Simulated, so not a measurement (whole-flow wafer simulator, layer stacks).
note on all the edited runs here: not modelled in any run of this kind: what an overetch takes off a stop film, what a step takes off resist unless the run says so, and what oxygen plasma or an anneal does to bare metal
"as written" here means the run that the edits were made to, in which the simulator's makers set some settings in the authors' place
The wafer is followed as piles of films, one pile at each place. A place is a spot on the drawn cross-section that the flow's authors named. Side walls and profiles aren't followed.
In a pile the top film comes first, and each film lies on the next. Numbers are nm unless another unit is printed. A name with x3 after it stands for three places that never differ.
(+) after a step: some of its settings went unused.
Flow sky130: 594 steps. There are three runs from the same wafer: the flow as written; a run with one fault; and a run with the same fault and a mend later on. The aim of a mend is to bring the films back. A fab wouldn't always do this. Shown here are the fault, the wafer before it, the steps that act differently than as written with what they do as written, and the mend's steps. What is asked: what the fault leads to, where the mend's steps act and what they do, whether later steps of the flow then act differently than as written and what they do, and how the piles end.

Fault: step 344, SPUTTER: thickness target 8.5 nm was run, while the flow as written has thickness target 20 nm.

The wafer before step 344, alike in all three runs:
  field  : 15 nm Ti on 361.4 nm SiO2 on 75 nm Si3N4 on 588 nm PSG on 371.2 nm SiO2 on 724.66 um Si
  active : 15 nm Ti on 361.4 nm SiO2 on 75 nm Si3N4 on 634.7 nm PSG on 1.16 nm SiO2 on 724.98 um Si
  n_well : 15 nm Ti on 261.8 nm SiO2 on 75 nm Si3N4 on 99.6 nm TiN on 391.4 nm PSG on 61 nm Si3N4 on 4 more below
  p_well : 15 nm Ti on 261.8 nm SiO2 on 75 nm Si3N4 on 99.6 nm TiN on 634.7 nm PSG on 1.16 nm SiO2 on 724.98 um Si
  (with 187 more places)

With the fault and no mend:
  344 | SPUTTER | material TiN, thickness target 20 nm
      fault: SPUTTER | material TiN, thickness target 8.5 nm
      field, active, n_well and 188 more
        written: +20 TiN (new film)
        fault: +8.5 TiN (new film)
  Later steps of the flow acting differently than as written (8 other steps are not shown; they differ only slightly, by no more than 2% or 0.5 nm, whichever is larger):
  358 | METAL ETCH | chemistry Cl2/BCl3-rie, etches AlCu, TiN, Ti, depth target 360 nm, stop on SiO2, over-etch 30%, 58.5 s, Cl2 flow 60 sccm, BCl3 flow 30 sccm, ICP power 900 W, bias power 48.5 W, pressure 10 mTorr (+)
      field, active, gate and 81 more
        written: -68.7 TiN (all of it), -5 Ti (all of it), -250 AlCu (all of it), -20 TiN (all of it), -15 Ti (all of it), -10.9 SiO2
        fault: -68.7 TiN (all of it), -5 Ti (all of it), -250 AlCu (all of it), -8.5 TiN (all of it), -15 Ti (all of it), -12.1 SiO2
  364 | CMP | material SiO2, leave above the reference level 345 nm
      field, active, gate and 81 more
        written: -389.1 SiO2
        fault: -399.4 SiO2
  At n_well, p_well, gate_hv and 104 more, the piles at the end differ from the flow's by more than 2% or 0.5 nm, whichever is larger.
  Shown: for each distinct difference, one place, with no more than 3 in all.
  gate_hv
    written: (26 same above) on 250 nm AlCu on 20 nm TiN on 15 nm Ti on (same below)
    fault: (26 same above) on 250 nm AlCu on 8.5 nm TiN on 15 nm Ti on (same below)
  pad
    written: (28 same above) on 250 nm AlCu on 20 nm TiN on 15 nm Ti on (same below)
    fault: (28 same above) on 250 nm AlCu on 8.5 nm TiN on 15 nm Ti on (same below)
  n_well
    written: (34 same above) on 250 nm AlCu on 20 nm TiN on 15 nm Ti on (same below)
    fault: (34 same above) on 250 nm AlCu on 8.5 nm TiN on 15 nm Ti on (same below)

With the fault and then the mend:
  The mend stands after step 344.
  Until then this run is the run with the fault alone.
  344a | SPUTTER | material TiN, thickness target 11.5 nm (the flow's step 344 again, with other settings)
      field, active, n_well and 188 more
        +11.5 TiN
  Every later step of the flow that is run acts as written at every place that is followed.
  At every place that both follow, the piles at the end match the flow's.
